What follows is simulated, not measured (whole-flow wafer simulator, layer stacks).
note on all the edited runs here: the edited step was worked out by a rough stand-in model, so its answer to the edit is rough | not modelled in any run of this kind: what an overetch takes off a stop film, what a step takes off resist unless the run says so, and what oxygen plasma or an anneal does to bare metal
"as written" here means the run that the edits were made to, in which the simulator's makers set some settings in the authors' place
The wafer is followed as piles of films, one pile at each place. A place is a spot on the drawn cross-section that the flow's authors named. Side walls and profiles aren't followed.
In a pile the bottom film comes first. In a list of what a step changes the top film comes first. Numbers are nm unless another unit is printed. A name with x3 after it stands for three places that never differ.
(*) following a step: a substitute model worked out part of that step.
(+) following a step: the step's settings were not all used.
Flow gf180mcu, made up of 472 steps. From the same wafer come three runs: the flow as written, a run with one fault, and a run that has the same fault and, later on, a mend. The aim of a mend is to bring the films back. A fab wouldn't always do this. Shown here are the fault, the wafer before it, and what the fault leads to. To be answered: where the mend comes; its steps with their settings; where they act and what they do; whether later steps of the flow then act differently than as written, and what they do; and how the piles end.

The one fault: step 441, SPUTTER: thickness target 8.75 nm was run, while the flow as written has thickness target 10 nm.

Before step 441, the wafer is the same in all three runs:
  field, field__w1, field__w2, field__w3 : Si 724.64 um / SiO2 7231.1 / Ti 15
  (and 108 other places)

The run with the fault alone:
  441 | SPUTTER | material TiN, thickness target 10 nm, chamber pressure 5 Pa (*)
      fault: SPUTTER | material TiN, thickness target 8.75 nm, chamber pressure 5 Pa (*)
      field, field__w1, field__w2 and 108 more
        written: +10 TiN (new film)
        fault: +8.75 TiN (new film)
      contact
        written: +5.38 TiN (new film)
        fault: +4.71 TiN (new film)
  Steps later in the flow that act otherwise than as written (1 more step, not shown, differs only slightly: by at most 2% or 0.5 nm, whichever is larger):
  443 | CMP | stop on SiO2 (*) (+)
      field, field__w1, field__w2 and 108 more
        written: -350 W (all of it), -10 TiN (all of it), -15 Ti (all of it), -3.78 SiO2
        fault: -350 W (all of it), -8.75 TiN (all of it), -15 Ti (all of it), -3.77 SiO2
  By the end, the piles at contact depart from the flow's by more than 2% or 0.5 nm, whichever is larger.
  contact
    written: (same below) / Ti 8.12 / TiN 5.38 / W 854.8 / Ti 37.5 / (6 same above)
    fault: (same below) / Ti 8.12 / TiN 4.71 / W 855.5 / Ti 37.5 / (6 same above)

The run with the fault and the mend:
  The mend stands after step 441.
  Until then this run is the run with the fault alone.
  441a | SPUTTER | material TiN, thickness target 1.25 nm, chamber pressure 5 Pa (*) (a further turn of the flow's step 441, with different settings)
      field, field__w1, field__w2 and 108 more
        +1.25 TiN
      contact
        +0.67 TiN
  Every later step of the flow that is run acts as written at every place that is followed.
  The piles end the same as the flow's at every place that both follow.
